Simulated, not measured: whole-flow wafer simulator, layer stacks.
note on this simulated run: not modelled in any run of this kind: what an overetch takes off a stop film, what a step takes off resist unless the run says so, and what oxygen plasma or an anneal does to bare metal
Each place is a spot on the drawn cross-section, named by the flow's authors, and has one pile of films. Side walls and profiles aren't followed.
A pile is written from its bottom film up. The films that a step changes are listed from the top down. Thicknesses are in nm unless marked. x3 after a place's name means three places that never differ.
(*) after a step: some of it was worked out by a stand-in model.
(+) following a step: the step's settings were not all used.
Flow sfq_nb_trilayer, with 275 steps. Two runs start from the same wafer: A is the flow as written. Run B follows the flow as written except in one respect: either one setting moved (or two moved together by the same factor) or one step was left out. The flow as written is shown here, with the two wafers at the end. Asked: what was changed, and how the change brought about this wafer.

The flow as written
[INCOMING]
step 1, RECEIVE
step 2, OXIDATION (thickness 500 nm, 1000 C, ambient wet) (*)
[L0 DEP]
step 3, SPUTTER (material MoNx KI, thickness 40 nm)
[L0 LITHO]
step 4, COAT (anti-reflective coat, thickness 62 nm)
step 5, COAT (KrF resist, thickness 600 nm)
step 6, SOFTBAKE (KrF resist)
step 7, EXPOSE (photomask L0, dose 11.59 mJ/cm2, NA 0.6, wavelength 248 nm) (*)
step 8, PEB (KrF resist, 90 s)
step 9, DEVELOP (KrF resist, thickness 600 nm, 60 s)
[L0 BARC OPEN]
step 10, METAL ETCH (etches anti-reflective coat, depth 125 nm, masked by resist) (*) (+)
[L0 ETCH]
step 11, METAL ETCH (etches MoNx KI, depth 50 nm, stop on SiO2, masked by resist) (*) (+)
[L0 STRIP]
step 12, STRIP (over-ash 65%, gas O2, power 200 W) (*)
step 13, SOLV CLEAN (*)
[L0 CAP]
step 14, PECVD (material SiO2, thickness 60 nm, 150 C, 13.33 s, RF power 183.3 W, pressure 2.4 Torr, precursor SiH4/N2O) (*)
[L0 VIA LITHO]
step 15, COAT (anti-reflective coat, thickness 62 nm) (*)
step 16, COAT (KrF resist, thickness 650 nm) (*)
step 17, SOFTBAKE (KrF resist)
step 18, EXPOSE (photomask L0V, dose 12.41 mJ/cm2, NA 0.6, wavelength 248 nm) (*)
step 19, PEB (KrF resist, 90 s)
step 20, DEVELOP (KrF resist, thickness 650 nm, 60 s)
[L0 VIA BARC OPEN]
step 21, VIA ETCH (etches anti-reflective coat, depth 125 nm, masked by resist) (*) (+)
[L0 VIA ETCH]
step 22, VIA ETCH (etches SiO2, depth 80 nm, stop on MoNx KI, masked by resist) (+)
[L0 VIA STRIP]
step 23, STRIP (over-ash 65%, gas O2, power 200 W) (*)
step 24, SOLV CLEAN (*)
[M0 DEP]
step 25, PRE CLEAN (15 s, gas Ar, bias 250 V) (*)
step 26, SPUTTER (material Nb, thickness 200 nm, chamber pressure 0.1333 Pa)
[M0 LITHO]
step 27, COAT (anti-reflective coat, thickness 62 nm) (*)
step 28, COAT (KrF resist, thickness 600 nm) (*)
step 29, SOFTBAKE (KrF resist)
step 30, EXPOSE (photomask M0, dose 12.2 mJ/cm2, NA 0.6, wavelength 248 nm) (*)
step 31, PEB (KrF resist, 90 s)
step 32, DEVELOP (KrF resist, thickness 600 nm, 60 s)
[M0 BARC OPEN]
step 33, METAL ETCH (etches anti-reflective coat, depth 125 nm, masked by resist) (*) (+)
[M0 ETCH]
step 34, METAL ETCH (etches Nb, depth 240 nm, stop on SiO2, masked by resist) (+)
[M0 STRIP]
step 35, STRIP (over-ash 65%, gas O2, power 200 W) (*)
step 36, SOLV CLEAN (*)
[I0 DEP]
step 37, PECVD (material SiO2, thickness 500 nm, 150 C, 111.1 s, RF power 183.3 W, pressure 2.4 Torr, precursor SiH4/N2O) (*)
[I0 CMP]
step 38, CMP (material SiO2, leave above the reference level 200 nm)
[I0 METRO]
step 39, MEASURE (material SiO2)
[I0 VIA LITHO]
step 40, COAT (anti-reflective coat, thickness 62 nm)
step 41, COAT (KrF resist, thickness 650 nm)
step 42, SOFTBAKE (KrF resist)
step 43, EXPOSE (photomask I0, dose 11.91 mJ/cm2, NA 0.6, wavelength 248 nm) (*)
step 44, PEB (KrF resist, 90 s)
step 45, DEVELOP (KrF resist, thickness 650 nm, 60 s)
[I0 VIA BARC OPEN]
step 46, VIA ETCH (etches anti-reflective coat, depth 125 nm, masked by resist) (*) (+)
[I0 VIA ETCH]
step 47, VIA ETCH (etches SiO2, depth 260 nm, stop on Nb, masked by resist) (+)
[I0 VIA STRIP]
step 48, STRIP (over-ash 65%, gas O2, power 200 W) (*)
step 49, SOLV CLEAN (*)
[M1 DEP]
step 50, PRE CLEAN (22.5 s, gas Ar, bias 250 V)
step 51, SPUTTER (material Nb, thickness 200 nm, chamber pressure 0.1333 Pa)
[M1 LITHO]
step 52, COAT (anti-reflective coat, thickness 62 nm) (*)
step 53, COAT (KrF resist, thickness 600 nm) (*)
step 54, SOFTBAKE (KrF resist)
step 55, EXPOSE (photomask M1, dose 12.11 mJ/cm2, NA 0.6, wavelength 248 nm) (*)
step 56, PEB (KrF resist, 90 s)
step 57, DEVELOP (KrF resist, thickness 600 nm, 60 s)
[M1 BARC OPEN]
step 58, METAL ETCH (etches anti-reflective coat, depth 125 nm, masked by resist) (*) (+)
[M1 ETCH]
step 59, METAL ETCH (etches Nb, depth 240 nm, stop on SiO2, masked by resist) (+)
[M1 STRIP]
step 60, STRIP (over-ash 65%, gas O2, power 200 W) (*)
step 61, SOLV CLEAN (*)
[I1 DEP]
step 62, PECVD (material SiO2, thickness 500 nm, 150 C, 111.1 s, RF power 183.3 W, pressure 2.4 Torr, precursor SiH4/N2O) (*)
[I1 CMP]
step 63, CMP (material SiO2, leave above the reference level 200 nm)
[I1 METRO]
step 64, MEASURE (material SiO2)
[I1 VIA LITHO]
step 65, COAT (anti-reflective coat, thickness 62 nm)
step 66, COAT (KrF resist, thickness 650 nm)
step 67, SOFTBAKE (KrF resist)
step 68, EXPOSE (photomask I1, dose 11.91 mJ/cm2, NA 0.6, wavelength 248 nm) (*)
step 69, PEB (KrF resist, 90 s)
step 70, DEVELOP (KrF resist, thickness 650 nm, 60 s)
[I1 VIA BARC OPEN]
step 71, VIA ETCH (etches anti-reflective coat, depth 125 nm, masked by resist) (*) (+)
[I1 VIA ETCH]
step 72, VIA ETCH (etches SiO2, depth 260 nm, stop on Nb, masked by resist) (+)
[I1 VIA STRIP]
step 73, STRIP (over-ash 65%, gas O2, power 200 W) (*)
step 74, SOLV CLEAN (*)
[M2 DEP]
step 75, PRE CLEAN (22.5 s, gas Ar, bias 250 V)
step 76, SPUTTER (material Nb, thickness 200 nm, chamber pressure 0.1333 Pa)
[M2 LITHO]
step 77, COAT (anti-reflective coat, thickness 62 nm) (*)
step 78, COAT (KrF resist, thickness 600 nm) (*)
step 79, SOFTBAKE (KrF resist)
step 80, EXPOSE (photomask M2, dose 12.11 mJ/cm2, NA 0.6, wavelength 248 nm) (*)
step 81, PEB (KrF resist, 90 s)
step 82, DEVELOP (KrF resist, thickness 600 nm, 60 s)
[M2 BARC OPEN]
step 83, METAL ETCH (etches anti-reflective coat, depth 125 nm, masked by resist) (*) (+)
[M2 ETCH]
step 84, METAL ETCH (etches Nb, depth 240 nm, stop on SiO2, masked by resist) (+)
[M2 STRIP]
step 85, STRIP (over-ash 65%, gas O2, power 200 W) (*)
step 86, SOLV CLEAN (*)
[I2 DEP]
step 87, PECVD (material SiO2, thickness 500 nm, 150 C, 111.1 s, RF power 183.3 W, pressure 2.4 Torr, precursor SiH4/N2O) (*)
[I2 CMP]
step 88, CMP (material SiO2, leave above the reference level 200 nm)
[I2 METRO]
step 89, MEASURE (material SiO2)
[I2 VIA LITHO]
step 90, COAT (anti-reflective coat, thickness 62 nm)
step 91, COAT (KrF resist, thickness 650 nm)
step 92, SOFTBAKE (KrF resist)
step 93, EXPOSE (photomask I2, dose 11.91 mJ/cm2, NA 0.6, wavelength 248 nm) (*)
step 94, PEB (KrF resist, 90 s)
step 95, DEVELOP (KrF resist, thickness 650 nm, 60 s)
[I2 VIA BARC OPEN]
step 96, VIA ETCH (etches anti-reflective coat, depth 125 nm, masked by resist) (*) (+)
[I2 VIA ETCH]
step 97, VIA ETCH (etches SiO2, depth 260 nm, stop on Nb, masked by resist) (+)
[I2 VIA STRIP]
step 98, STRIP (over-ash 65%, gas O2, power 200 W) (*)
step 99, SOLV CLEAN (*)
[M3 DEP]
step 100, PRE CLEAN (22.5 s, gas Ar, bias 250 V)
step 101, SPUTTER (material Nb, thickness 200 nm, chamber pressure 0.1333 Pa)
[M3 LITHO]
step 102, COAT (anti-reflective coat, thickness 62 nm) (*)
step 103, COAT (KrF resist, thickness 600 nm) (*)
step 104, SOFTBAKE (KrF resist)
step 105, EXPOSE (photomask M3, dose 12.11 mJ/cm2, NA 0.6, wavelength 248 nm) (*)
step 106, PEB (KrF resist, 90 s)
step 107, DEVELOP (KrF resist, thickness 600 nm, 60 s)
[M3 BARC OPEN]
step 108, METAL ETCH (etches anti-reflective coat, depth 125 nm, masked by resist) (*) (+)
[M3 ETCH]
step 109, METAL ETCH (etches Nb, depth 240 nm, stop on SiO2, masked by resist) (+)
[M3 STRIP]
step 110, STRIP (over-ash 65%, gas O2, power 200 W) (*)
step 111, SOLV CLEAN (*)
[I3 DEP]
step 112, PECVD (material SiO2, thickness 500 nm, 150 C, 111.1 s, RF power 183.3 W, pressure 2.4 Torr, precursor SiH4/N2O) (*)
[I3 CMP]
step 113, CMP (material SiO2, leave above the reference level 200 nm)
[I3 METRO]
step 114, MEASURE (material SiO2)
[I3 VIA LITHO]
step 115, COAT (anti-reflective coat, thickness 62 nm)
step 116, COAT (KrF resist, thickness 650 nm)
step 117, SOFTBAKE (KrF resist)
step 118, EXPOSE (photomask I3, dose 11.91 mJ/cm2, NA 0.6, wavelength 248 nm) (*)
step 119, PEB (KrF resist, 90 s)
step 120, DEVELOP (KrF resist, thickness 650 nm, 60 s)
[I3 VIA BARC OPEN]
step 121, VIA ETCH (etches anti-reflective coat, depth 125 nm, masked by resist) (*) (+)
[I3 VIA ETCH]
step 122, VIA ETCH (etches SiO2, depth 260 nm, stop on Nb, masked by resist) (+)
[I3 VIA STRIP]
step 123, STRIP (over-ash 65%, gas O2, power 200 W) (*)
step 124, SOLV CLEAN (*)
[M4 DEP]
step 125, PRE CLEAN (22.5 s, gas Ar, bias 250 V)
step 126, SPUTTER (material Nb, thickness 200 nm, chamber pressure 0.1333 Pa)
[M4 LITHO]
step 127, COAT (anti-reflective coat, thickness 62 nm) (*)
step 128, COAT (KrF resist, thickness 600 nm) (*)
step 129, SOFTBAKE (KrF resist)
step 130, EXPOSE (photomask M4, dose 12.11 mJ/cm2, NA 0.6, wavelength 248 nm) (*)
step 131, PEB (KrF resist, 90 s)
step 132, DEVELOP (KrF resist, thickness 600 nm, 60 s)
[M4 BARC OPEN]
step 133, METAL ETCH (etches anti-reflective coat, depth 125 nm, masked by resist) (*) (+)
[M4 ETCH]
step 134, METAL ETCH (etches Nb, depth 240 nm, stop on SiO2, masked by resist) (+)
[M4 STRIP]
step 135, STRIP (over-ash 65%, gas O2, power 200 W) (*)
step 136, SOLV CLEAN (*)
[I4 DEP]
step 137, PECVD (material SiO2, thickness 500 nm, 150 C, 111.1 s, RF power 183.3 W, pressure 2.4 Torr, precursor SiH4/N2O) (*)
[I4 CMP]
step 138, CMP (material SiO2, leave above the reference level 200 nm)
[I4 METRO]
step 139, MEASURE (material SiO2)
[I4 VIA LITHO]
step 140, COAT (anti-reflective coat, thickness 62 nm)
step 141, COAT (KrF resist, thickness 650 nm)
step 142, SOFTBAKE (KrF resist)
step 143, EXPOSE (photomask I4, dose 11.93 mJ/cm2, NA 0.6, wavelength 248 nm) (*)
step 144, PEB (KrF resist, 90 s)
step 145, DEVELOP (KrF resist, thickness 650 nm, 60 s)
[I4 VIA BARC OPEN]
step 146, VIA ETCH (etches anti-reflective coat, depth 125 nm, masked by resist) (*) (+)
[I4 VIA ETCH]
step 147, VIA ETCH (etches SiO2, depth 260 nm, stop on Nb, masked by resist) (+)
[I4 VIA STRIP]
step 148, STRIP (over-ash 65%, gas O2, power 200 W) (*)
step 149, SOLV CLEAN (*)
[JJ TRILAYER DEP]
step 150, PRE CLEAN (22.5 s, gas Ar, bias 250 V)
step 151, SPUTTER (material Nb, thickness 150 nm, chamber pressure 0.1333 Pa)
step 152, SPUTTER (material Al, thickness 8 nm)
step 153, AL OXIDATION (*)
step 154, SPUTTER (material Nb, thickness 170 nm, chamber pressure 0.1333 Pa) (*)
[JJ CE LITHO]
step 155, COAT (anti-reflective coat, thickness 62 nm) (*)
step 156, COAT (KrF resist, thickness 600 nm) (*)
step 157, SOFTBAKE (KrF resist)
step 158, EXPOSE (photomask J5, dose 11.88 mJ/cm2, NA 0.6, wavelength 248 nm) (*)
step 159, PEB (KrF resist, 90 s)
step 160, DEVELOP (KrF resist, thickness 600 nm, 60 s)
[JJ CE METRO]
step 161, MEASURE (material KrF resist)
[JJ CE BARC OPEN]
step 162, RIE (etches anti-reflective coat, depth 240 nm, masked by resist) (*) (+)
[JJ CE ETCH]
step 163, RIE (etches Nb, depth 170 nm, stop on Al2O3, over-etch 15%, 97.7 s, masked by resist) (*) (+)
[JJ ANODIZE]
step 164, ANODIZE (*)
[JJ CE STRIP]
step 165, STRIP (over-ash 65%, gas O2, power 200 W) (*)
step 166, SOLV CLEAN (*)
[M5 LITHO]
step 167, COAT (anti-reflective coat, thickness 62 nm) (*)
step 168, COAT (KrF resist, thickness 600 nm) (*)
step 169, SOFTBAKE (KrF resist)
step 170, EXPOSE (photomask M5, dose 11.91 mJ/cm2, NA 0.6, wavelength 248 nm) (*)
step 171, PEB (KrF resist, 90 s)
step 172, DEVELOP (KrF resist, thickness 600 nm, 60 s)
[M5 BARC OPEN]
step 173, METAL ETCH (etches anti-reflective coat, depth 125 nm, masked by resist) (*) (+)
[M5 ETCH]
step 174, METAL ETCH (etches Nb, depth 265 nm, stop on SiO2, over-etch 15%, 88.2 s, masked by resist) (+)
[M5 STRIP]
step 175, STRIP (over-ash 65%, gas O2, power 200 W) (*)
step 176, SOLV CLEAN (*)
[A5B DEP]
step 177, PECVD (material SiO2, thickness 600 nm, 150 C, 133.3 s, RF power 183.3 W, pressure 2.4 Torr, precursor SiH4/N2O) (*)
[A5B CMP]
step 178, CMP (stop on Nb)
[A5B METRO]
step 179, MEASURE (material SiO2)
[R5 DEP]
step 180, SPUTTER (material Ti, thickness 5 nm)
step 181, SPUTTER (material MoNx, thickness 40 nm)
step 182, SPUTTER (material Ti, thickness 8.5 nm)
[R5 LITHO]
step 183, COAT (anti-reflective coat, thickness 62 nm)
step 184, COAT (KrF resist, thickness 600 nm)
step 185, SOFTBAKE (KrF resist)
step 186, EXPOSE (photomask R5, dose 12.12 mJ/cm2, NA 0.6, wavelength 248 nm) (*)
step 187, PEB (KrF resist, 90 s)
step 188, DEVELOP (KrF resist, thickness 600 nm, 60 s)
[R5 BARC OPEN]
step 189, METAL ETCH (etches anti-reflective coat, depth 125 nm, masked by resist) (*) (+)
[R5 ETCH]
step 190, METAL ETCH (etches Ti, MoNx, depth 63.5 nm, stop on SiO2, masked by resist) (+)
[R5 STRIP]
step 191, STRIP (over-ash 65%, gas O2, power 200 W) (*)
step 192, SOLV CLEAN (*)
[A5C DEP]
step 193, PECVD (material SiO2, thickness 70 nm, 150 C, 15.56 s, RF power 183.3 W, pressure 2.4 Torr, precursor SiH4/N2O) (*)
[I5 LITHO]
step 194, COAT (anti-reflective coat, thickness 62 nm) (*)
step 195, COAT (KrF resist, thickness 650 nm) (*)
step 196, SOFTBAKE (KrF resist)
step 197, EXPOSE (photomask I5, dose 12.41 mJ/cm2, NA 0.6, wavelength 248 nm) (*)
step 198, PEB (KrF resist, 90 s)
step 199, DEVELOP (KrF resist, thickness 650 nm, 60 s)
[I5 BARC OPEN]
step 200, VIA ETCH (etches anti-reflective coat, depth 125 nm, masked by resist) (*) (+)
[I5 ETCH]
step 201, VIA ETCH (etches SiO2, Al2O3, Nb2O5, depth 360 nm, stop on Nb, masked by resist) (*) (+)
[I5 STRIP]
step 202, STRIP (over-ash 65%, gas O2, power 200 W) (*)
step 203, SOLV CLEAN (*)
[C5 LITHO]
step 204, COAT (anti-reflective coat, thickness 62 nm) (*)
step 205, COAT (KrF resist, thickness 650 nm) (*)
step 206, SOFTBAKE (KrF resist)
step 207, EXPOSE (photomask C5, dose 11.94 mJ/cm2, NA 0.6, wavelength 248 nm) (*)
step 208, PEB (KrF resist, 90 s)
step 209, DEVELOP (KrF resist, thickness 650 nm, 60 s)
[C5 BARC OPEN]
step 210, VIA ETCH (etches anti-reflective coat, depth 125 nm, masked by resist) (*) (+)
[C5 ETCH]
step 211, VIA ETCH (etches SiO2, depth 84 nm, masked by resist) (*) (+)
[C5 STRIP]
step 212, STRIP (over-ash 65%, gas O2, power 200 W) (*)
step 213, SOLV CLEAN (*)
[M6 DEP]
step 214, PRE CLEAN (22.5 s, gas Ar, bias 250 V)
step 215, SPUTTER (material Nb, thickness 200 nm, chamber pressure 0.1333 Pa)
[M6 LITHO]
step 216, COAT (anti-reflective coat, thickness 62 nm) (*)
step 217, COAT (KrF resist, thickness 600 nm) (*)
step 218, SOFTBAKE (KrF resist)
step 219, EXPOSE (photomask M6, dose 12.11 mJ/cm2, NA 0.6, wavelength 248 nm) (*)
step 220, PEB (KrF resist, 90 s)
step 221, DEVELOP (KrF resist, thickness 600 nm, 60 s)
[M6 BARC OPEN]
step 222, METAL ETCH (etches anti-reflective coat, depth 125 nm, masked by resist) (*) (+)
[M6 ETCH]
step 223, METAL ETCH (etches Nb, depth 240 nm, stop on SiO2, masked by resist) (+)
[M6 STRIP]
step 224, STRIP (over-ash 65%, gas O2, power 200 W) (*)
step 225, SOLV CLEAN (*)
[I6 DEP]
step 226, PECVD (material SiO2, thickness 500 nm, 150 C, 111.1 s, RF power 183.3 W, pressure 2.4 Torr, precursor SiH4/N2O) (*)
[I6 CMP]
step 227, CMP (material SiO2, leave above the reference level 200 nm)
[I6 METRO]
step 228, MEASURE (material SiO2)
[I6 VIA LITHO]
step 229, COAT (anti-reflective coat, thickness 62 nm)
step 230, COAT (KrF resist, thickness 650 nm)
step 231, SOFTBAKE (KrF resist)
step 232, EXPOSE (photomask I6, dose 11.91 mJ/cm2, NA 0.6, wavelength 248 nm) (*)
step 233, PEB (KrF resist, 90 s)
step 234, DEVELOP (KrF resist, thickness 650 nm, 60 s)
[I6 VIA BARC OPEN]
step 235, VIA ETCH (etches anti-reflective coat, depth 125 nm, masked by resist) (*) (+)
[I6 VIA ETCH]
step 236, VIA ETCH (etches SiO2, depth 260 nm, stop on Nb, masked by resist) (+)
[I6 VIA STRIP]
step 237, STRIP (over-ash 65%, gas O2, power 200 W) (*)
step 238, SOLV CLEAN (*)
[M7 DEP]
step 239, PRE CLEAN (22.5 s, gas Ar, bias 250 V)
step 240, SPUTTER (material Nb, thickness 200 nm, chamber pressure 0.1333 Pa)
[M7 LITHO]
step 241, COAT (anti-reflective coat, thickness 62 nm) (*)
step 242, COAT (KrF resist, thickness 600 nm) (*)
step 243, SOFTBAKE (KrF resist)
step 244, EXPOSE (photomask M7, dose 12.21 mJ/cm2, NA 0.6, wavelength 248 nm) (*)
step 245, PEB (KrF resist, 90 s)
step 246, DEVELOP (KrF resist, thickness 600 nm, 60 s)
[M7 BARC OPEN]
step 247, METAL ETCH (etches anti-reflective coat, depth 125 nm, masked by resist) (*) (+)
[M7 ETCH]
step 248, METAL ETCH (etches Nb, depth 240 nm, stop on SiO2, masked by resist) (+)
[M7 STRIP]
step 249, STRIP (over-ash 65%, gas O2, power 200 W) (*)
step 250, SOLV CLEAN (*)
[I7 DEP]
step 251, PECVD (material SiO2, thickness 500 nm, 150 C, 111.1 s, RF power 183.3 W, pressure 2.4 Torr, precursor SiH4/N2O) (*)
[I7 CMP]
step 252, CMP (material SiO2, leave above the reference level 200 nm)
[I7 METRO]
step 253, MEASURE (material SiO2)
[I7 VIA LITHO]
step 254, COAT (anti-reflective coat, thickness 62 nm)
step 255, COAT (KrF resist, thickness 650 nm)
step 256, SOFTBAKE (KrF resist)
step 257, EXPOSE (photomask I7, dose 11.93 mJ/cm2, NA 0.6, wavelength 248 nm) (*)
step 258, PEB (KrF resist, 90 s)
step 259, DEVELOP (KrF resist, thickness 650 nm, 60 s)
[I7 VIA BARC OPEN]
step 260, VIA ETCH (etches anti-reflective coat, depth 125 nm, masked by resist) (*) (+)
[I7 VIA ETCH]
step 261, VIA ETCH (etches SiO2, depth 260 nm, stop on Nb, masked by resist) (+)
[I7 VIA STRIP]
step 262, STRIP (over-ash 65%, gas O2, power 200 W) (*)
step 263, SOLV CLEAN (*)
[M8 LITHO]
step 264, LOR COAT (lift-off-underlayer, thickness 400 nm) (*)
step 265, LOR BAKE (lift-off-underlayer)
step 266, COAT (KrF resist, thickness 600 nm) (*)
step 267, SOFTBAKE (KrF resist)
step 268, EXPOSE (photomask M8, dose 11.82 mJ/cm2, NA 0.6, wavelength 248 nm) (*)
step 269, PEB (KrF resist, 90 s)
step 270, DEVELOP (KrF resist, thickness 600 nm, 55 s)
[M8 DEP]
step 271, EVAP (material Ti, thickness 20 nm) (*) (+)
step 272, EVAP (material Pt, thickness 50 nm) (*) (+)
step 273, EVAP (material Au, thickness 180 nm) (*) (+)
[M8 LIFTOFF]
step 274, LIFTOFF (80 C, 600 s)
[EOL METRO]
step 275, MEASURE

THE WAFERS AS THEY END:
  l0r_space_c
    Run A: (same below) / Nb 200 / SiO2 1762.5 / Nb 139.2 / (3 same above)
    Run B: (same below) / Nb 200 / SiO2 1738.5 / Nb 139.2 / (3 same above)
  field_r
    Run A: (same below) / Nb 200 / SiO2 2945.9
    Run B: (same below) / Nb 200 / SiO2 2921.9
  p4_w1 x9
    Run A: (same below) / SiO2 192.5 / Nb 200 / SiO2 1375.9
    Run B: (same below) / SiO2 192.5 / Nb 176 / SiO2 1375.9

Cause: step 126, SPUTTER: thickness 176 nm was run, whereas the flow has thickness 200 nm.
The wafer itself shows it: p4_w1 x9 has Nb 176, and step 126 as written asks for 200 nm.

How this came from the change, step by step:
  step 126, SPUTTER (material Nb, thickness 200 nm, chamber pressure 0.1333 Pa)
      field_l, v_sur, via_wl and 102 more: A +200 Nb (new film) | B +176 Nb (new film)
      via_v: A +165.5 Nb | B +145.5 Nb
  step 134, METAL ETCH (etches Nb, depth 240 nm, stop on SiO2, masked by resist) (+)
      field_l, be, be_sur and 64 more: A -200 Nb (all of it) | B -176 Nb (all of it)
  step 137, PECVD (material SiO2, thickness 500 nm, 150 C, 111.1 s, RF power 183.3 W, pressure 2.4 Torr, precursor SiH4/N2O) (*)
      p3_s0 x6: A +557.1 SiO2 | B +533.1 SiO2
  step 138, CMP (material SiO2, leave above the reference level 200 nm)
      field_l, be, be_sur and 55 more: A -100 SiO2 | B -124 SiO2
      lsp_r, l0_sur, l0v: A -91.9 SiO2 | B -116.9 SiO2
